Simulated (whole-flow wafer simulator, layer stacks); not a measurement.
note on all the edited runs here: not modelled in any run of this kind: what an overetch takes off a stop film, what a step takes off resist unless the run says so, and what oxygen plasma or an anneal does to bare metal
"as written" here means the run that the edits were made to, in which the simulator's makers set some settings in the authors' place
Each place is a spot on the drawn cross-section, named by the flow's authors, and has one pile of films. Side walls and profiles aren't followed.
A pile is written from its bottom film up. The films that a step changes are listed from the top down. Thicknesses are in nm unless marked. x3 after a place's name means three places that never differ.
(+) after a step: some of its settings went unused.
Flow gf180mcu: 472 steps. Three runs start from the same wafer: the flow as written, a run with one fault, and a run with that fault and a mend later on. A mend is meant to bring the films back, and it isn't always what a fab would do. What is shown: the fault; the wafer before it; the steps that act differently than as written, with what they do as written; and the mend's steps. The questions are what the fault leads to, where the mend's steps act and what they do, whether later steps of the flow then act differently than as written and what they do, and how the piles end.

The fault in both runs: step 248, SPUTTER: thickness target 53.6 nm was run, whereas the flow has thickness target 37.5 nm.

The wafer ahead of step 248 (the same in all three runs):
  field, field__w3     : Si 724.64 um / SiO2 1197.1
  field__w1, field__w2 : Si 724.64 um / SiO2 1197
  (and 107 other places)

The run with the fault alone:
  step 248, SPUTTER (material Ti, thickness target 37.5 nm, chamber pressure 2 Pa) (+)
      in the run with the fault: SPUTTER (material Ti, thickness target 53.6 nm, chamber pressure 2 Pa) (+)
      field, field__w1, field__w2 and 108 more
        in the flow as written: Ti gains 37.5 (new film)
        in the run with the fault: Ti gains 53.6 (new film)
  Later steps of the flow acting differently than as written:
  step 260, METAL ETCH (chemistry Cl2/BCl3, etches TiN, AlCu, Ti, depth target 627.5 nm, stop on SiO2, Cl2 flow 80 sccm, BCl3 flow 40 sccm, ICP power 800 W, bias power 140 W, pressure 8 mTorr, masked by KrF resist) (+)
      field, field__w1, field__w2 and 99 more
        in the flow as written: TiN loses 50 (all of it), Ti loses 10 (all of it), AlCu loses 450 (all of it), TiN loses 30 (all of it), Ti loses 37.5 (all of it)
        in the run with the fault: TiN loses 50 (all of it), Ti loses 10 (all of it), AlCu loses 450 (all of it), TiN loses 30 (all of it), Ti loses 53.6 (all of it)
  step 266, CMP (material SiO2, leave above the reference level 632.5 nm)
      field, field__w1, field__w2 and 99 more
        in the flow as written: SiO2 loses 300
        in the run with the fault: SiO2 loses 283.9
  The piles end different from the flow's at field__w8, contact, m1 and 6 more by more than 2% or 0.5 nm, whichever is larger.
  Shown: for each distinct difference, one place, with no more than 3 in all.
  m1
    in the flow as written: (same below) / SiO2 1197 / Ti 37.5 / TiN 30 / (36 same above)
    in the run with the fault: (same below) / SiO2 1197 / Ti 53.6 / TiN 30 / (36 same above)
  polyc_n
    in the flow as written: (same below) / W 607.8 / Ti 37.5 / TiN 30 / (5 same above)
    in the run with the fault: (same below) / W 607.8 / Ti 53.6 / TiN 30 / (5 same above)
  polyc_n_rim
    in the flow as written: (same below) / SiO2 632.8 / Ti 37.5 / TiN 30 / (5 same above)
    in the run with the fault: (same below) / SiO2 632.8 / Ti 53.6 / TiN 30 / (5 same above)

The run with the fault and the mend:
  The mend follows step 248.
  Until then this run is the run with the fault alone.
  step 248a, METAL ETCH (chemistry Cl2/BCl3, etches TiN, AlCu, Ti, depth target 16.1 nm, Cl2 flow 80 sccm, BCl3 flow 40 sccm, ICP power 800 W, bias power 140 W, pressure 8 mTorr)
      field, field__w1, field__w2 and 108 more
        Ti loses 16.1
  Every later step of the flow that is run acts as written at every place that is followed.
  By the end, the piles equal the flow's at every place that both follow.
